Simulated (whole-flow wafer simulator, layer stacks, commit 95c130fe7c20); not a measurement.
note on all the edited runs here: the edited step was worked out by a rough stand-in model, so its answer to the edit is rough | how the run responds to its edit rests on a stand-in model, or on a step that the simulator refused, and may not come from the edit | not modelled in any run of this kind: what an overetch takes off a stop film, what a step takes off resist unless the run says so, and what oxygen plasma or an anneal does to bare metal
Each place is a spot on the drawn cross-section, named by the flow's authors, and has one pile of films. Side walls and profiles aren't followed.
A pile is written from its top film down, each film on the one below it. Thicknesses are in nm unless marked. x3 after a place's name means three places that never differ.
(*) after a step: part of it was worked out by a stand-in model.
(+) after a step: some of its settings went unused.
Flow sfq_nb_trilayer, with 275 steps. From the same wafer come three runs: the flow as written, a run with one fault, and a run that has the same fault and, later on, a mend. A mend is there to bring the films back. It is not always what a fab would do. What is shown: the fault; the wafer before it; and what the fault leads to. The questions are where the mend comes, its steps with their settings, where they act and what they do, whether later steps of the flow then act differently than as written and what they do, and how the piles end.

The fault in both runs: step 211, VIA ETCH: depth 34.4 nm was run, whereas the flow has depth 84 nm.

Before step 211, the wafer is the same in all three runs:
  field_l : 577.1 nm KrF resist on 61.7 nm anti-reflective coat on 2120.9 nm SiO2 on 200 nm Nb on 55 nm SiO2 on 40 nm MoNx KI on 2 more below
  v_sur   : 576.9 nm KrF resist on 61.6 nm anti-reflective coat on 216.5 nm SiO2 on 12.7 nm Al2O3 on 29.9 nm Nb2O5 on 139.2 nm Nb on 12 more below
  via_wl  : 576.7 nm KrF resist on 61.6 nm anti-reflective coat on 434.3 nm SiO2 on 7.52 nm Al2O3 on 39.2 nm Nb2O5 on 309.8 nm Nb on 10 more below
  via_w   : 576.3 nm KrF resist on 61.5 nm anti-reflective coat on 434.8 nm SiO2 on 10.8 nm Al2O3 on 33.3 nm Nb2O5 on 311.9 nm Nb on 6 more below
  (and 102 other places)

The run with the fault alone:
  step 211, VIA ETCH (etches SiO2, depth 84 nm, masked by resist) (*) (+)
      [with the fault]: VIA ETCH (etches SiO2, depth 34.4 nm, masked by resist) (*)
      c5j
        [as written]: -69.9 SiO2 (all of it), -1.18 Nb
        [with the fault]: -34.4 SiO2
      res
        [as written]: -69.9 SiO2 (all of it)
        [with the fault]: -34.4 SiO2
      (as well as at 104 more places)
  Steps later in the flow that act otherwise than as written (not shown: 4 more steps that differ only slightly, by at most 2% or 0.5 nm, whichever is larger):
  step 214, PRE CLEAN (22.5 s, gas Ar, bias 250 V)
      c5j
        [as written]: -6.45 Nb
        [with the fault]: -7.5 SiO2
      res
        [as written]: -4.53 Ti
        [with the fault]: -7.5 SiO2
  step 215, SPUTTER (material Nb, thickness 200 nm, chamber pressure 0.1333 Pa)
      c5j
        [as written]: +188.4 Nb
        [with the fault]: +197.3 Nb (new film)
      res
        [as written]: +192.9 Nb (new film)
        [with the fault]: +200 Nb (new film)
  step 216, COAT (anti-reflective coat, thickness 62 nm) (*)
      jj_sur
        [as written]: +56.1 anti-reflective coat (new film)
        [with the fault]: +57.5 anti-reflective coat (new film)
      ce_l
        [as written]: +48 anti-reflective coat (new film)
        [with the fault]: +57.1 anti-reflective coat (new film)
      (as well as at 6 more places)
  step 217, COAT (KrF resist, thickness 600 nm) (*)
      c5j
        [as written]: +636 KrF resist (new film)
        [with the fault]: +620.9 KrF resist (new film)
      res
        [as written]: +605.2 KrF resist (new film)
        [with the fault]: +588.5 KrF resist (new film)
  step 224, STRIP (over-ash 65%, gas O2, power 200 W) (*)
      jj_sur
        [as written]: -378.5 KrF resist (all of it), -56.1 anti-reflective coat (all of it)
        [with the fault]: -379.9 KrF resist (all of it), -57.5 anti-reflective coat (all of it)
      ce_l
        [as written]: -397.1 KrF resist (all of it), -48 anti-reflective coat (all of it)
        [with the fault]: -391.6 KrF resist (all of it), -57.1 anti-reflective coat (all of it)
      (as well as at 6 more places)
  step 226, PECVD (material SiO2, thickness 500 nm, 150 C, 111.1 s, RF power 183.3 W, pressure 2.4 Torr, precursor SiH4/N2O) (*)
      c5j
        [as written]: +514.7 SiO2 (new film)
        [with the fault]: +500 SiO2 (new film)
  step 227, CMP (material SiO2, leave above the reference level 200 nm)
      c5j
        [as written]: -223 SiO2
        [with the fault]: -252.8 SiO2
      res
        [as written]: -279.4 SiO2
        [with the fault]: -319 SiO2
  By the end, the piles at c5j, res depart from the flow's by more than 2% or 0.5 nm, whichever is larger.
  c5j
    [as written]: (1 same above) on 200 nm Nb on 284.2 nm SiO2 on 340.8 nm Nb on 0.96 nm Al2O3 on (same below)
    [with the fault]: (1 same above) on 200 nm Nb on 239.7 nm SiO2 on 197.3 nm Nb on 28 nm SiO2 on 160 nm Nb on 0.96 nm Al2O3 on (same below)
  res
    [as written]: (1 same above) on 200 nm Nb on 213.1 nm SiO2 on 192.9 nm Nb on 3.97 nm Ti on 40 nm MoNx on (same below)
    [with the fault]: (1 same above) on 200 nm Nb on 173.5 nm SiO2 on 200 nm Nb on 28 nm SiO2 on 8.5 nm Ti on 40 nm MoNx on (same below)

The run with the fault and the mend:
  The mend follows step 212.
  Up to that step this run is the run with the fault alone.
  step 212a, COAT (anti-reflective coat, thickness 62 nm) (*) (a further turn of the flow's step 204)
      lsp_m, ln_m6, p4_fl x3 and 61 more
        +62 anti-reflective coat (new film)
      lsp_r, l0_sur, l0v, wl_a_sl, wl_a_m6, wl_a_sr, wl_g_sr
        +61.9 anti-reflective coat (new film)
      field_l, v_sur
        +61.6 anti-reflective coat (new film)
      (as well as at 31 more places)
  step 212b, COAT (KrF resist, thickness 650 nm) (*) (a further turn of the flow's step 205)
      p4_fl x3, p4_w1 x9, p4_g1 x2 and 33 more
        +650 KrF resist (new film)
      wl_b_m5, wl_b_sr, wl_c_sl and 12 more
        +649.9 KrF resist (new film)
      lsp_r, wl_j_sl, wl_j_sr
        +650.2 KrF resist (new film)
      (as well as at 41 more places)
  step 212c, SOFTBAKE (KrF resist) (a further turn of the flow's step 206)
      alters no film at any place that is followed
  step 212d, EXPOSE (photomask C5, dose 11.94 mJ/cm2, NA 0.6, wavelength 248 nm) (*) (a further turn of the flow's step 207)
      alters no film at any place that is followed
  step 212e, PEB (KrF resist, 90 s) (a further turn of the flow's step 208)
      field_l, sp_r, lsp_l and 78 more
        -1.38 KrF resist
      v_sur, via_wl, via_w, via_wr, via_sp, be_sur, jj_sur
        -1.37 KrF resist
      moat, field_r, wl_jj
        -1.39 KrF resist
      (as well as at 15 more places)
  step 212f, DEVELOP (KrF resist, thickness 650 nm, 60 s) (a further turn of the flow's step 209)
      field_l, v_sur, via_wl and 101 more
        -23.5 KrF resist
      c5j
        -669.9 KrF resist (all of it)
      res
        -636.9 KrF resist (all of it)
  step 212g, VIA ETCH (etches anti-reflective coat, depth 125 nm, masked by resist) (*) (+) (a further turn of the flow's step 210)
      field_l, v_sur, via_wl and 101 more
        -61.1 KrF resist
      c5j
        -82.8 anti-reflective coat (all of it), -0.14 SiO2
      res
        -73.3 anti-reflective coat (all of it), -0.18 SiO2
  step 212h, VIA ETCH (etches SiO2, depth 49.6 nm, masked by resist) (*) (+) (a further turn of the flow's step 211, with different settings)
      field_l, v_sur, via_wl and 101 more
        -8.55 KrF resist
      c5j
        -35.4 SiO2 (all of it), -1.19 Nb
      res
        -35.3 SiO2 (all of it)
  step 212i, STRIP (over-ash 65%, gas O2, power 200 W) (*) (a further turn of the flow's step 212)
      p4_fl x3, p4_w1 x9, p4_g1 x2 and 33 more
        -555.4 KrF resist (all of it), -62 anti-reflective coat (all of it)
      wl_b_sl, wl_b_m5, wl_b_sr and 13 more
        -555.3 KrF resist (all of it), -62 anti-reflective coat (all of it)
      wl_j_sl, wl_j_sr
        -555.6 KrF resist (all of it), -60.2 anti-reflective coat (all of it)
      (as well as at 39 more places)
  Later steps of the flow that are run all act as written at every place that is followed, up to a difference of at most 2% or 0.5 nm, whichever is larger.
  At every place that both follow, the piles at the end match the flow's.
